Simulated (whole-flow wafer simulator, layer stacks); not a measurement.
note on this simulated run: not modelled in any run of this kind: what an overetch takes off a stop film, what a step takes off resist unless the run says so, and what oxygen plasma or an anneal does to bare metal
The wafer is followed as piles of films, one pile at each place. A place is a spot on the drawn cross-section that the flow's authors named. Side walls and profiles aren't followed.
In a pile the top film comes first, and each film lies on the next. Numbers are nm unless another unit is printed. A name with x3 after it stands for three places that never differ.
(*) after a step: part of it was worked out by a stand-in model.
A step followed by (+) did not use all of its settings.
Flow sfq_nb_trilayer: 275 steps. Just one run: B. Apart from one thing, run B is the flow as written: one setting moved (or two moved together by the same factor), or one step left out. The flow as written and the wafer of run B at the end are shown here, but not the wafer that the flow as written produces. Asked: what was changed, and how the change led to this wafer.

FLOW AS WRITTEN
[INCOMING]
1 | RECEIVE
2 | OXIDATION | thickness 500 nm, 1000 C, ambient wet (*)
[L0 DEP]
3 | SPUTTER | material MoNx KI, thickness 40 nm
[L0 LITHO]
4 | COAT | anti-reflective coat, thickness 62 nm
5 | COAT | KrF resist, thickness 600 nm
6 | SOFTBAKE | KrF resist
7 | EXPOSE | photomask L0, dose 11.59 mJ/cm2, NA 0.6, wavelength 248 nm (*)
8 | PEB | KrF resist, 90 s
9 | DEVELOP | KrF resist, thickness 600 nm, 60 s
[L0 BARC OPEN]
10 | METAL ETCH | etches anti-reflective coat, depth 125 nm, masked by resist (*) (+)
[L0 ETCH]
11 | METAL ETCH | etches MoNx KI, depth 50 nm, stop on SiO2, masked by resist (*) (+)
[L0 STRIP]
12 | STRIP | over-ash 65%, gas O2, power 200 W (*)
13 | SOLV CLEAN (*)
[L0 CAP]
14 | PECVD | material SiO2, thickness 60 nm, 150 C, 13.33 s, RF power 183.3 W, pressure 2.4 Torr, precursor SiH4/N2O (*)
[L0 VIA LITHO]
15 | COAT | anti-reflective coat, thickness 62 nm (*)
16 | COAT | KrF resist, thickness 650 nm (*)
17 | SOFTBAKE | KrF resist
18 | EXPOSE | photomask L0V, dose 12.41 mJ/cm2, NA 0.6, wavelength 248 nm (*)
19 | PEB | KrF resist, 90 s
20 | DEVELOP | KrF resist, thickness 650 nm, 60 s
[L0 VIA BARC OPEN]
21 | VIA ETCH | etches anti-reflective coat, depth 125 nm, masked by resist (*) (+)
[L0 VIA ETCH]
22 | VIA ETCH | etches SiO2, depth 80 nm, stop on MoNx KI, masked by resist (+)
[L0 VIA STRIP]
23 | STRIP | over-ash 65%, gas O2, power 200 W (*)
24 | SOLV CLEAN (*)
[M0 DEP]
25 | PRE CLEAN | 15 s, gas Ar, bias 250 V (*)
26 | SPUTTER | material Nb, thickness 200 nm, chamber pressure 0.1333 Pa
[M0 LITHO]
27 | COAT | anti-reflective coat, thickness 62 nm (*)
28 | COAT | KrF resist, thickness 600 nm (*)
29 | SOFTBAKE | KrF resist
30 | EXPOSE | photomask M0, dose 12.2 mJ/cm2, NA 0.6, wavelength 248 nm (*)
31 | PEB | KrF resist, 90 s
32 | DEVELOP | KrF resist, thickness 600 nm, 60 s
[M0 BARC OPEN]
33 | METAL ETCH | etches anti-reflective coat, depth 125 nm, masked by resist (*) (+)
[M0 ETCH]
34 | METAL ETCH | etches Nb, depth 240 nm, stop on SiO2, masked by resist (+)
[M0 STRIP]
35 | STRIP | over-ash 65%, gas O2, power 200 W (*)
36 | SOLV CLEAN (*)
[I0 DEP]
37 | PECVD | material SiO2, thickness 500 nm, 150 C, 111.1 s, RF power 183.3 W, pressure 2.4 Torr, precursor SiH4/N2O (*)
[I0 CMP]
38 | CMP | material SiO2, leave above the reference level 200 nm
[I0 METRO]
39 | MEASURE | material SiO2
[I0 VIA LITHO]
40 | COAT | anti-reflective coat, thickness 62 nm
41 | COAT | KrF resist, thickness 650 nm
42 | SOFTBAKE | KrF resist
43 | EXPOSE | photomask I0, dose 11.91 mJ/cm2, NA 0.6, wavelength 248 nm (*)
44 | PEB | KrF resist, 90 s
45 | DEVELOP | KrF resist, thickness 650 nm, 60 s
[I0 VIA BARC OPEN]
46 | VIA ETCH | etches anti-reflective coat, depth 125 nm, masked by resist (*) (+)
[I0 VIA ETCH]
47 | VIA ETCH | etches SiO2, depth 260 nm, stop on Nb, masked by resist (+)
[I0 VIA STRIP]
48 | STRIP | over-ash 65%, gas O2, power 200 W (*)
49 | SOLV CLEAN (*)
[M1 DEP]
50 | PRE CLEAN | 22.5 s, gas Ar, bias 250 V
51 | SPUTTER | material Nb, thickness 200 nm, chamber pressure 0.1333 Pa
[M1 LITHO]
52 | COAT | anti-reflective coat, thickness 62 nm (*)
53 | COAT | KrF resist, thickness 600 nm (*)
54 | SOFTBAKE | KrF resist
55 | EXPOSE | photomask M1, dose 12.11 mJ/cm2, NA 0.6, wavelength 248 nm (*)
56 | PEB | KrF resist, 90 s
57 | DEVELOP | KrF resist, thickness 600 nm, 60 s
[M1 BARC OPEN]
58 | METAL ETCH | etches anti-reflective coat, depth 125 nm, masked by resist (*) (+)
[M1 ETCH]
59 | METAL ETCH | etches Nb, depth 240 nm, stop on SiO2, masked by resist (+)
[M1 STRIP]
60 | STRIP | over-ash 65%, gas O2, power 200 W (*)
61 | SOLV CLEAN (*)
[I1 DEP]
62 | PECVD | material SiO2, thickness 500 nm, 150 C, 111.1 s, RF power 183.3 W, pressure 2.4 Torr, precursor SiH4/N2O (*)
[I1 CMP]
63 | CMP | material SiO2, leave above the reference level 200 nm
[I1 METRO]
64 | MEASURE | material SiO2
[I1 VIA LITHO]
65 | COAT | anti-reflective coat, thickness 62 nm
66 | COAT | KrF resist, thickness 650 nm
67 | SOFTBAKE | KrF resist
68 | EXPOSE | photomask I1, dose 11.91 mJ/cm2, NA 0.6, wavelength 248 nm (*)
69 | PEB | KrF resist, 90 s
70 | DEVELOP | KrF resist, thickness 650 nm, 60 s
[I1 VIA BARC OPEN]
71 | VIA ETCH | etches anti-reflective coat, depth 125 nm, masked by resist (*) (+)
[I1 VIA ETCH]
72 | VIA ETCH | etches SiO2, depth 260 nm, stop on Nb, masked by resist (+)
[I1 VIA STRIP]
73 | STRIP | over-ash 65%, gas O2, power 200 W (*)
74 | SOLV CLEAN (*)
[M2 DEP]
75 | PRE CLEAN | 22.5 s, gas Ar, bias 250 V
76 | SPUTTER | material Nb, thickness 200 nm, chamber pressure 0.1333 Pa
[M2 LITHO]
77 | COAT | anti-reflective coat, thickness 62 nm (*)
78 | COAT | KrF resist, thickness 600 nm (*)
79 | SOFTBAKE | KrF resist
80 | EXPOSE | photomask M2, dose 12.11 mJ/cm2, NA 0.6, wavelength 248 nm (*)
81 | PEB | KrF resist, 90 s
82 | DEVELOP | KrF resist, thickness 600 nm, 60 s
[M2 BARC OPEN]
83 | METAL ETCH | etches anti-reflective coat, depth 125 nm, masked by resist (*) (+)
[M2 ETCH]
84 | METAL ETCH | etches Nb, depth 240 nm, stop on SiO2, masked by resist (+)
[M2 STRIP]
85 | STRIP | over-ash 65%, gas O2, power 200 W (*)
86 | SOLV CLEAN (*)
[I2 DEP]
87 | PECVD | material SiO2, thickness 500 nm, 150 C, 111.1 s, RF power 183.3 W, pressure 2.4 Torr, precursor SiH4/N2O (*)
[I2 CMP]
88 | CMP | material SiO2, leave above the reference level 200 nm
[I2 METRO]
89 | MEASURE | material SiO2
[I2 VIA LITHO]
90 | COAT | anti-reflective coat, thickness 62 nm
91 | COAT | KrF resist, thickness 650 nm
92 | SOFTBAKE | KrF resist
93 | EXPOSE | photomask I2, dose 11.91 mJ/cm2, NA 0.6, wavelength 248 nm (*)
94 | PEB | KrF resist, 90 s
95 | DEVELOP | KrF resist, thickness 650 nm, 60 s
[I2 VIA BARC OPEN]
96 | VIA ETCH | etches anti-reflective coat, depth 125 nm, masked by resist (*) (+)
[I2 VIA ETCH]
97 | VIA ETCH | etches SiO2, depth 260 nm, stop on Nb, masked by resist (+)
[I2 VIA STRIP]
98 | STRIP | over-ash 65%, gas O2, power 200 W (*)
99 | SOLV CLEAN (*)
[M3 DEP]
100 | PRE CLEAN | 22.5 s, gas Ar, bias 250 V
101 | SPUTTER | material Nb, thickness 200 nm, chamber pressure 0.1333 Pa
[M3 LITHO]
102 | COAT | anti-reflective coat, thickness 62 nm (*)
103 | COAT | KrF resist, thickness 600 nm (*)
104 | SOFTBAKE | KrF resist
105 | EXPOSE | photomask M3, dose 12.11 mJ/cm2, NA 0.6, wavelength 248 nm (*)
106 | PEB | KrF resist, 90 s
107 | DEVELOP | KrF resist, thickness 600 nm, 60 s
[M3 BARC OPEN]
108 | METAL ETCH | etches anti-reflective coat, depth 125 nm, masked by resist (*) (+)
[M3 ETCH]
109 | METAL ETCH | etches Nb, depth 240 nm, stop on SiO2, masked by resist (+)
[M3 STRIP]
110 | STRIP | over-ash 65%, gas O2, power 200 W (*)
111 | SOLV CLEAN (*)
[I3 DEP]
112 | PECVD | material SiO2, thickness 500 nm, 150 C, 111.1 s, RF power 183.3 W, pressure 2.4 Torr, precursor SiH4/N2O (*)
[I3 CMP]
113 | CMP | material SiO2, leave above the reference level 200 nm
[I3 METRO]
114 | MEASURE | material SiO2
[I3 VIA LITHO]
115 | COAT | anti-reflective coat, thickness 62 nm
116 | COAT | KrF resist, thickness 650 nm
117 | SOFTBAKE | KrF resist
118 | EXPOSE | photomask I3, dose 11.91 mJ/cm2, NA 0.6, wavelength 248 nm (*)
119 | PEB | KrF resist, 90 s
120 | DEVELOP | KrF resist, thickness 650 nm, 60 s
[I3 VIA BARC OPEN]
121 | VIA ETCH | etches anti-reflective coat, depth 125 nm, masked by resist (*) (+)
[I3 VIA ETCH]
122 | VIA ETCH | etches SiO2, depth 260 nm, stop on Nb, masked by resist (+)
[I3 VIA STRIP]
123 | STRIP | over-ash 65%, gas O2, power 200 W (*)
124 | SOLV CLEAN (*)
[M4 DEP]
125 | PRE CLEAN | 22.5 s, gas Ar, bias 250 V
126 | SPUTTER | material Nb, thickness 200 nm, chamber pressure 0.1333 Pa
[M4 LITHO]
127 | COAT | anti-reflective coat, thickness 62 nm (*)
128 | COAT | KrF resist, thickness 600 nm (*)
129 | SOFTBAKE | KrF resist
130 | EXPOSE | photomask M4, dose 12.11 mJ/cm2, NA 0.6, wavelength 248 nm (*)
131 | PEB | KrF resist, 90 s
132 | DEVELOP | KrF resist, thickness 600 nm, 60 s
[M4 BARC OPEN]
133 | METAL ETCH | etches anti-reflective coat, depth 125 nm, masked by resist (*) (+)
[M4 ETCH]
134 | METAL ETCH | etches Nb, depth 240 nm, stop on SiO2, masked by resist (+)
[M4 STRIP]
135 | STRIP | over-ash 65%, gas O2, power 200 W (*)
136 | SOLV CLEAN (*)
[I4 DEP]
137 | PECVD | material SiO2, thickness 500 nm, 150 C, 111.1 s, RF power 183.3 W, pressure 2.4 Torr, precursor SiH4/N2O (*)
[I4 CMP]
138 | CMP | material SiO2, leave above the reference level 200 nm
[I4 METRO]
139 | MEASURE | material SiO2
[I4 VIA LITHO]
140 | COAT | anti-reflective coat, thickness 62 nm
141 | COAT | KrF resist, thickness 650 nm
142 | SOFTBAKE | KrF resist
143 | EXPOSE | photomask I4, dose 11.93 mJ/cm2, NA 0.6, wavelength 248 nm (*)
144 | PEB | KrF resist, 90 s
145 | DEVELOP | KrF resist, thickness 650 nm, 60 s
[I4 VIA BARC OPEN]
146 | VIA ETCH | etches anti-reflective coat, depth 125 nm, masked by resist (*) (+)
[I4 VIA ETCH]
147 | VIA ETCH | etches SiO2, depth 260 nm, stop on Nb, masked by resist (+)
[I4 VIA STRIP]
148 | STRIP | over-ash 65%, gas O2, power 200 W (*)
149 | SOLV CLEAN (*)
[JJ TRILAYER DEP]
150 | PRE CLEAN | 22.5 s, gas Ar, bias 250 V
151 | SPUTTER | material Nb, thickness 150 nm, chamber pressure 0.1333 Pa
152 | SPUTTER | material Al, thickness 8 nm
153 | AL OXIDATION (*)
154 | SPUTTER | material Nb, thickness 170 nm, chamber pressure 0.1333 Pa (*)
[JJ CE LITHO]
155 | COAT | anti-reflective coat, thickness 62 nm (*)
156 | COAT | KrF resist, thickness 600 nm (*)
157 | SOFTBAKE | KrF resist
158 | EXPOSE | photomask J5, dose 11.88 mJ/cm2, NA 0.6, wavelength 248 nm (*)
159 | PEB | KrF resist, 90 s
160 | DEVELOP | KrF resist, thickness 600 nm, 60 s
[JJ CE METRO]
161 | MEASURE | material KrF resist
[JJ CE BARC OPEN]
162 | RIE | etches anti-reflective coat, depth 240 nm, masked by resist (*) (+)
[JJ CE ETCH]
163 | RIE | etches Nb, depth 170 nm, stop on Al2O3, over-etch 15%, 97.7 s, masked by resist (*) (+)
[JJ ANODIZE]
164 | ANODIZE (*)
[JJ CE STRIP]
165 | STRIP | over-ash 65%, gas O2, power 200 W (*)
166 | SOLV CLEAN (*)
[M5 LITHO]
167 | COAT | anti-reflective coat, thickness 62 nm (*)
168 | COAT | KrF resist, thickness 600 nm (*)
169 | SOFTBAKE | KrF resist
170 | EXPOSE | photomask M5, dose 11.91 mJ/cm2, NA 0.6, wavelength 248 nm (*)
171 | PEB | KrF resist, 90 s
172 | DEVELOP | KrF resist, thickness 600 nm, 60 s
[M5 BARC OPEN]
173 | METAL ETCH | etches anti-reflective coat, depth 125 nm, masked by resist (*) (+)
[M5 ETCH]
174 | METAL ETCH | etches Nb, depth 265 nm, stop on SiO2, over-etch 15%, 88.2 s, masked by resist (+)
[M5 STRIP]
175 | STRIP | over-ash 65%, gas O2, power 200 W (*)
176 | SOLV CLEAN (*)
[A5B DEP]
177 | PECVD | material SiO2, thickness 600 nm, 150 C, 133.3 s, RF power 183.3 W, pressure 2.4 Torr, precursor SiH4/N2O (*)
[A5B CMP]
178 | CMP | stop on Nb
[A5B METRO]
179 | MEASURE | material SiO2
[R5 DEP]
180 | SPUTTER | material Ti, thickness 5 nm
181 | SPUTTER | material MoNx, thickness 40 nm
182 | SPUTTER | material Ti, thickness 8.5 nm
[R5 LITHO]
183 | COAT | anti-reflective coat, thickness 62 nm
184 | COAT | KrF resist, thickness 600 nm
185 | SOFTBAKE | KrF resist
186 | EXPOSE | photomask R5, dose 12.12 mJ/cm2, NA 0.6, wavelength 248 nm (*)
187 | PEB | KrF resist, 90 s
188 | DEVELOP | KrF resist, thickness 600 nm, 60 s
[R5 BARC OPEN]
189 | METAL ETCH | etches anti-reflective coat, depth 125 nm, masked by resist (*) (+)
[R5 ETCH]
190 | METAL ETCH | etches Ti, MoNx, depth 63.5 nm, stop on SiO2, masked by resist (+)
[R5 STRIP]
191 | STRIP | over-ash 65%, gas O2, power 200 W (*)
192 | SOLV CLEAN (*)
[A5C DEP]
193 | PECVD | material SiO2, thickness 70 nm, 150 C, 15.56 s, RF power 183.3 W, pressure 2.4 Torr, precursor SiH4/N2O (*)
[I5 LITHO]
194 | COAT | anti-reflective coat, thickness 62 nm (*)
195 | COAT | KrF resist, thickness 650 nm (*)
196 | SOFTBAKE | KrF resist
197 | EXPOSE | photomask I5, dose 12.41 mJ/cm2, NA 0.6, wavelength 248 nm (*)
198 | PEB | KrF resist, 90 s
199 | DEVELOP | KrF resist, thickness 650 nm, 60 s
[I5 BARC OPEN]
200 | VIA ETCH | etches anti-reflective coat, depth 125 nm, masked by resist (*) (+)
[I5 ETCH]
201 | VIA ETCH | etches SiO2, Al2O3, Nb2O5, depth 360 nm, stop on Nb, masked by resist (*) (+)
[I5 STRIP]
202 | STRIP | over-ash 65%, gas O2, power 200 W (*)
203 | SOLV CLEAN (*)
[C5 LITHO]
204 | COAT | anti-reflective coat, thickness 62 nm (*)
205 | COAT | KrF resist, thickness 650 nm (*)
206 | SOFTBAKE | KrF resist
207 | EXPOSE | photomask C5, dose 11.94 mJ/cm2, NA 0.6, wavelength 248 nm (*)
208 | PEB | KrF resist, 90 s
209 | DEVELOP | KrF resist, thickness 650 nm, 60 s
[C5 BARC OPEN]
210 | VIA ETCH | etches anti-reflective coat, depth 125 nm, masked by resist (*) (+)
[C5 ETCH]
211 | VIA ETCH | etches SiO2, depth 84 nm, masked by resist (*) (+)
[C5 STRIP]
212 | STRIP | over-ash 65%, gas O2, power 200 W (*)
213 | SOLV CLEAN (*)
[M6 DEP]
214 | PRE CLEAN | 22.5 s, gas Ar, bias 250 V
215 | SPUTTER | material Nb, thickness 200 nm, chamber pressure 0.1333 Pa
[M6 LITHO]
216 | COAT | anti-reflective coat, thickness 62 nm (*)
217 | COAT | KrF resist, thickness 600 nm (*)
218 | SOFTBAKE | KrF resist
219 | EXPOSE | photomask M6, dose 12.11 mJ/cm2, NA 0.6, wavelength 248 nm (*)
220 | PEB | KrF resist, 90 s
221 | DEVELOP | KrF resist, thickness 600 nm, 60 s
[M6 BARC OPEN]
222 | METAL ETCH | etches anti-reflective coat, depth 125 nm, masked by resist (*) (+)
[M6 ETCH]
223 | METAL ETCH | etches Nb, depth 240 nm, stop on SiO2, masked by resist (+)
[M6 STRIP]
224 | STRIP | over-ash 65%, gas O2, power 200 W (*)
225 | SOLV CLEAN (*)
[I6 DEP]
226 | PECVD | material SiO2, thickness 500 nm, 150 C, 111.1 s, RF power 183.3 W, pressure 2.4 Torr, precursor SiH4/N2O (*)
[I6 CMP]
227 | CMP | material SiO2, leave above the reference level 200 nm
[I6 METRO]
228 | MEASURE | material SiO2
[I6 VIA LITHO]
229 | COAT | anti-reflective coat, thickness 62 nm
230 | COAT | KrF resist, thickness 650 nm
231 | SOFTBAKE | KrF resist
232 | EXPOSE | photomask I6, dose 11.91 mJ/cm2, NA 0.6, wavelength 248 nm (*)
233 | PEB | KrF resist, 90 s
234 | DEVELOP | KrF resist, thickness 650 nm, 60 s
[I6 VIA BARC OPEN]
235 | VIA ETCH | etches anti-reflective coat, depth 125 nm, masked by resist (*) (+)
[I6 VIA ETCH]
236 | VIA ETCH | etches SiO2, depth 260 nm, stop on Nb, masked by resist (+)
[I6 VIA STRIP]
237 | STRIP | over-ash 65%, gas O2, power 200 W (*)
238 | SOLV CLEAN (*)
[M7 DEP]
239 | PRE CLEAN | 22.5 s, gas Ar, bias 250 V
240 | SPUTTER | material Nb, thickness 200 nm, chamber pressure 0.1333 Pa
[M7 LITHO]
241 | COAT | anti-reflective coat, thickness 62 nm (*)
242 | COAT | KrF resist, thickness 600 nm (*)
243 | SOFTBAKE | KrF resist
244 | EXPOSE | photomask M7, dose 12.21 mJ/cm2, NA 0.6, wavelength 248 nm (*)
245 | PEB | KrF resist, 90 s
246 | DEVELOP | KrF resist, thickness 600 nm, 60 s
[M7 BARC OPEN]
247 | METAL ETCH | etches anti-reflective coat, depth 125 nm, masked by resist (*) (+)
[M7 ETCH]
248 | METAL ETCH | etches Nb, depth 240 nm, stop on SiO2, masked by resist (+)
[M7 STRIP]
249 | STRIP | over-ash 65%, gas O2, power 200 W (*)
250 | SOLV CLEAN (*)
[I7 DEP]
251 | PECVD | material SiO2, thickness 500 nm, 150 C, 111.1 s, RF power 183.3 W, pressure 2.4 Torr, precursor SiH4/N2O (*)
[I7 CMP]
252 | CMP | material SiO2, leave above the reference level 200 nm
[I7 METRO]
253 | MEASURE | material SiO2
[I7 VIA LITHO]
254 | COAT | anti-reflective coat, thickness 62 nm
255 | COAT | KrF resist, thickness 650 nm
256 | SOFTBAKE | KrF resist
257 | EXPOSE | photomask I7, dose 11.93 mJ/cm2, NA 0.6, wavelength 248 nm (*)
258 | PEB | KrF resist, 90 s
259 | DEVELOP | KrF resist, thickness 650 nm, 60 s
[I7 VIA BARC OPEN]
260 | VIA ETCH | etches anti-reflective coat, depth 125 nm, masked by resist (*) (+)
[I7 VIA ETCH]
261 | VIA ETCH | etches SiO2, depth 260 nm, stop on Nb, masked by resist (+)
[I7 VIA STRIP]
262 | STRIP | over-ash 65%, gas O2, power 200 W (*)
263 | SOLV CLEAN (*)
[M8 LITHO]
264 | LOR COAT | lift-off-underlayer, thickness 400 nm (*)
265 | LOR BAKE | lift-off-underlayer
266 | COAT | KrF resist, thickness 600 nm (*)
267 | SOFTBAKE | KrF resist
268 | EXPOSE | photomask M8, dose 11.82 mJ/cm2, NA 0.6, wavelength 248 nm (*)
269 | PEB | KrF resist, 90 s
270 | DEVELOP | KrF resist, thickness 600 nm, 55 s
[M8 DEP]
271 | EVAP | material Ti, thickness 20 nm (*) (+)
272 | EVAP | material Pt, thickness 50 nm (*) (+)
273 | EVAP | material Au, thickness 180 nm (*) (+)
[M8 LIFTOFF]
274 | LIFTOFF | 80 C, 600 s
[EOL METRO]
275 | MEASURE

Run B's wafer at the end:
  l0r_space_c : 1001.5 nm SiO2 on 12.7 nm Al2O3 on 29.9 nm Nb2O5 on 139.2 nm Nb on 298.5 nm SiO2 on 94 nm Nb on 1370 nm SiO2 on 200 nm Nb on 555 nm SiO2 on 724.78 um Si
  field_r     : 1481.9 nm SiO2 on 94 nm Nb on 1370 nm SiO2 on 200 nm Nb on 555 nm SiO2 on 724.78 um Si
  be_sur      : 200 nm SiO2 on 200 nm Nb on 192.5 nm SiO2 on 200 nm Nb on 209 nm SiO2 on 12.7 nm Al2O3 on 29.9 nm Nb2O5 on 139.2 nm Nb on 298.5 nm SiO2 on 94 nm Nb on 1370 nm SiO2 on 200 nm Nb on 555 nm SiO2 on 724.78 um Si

What caused this: step 134, METAL ETCH: depth 106 nm was run, whereas the flow has depth 240 nm.

Step by step, how the change led to this:
  134 | METAL ETCH | etches Nb, depth 240 nm, stop on SiO2, masked by resist (+)
      field_l, be, be_sur and 64 more: Nb loses 106 (it would be, as written: Nb loses 200 (all of it))
      v_sur, via_wl, via_w and 36 more: KrF resist loses 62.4 (it would be, as written: KrF resist loses 141.2)
  135 | STRIP | over-ash 65%, gas O2, power 200 W (*)
      p4_fl, p4_fm, p4_w1 and 26 more: KrF resist loses 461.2 (all of it), anti-reflective coat loses 62 (all of it) (it would be, as written: KrF resist loses 382.4 (all of it), anti-reflective coat loses 62 (all of it))
      lsp_m, ln_m6: KrF resist loses 460.8 (all of it), anti-reflective coat loses 61.8 (all of it) (it would be, as written: KrF resist loses 381.9 (all of it), anti-reflective coat loses 61.8 (all of it))
      (also at 8 further places)
  137 | PECVD | material SiO2, thickness 500 nm, 150 C, 111.1 s, RF power 183.3 W, pressure 2.4 Torr, precursor SiH4/N2O (*)
      field_l, be, be_sur and 55 more: SiO2 gains 500 (new film) (it would be, as written: SiO2 gains 500)
      p3_s0, p3_s1, p3_s2, p3_s3, p3_s4, p3_s5: SiO2 gains 500 (new film) (it would be, as written: SiO2 gains 557.1)
      (also at 3 further places)
  138 | CMP | material SiO2, leave above the reference level 200 nm
      field_l, be, be_sur and 55 more: SiO2 loses 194 (it would be, as written: SiO2 loses 100)
      p3_s0, p3_s1, p3_s2, p3_s3, p3_s4, p3_s5: SiO2 loses 194 (it would be, as written: SiO2 loses 157.1)
      (also at 3 further places)
Taking metal films that touch as one body, l0r_space_c has 3 bodies (between them, from the top down: SiO2 298.5; SiO2 1370); the flow as written gives 2 bodies (between them, from the top down: SiO2 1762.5).
Taking metal films that touch as one body, field_r has 2 bodies (between them, from the top down: SiO2 1370); the flow as written gives 1 body.
Taking metal films that touch as one body, be_sur has 5 bodies (between them, from the top down: SiO2 192.5; SiO2 209 / Al2O3 12.7 / Nb2O5 29.9; SiO2 298.5; SiO2 1370); the flow as written gives 4 bodies (between them, from the top down: SiO2 192.5; SiO2 209 / Al2O3 12.7 / Nb2O5 29.9; SiO2 1762.5).
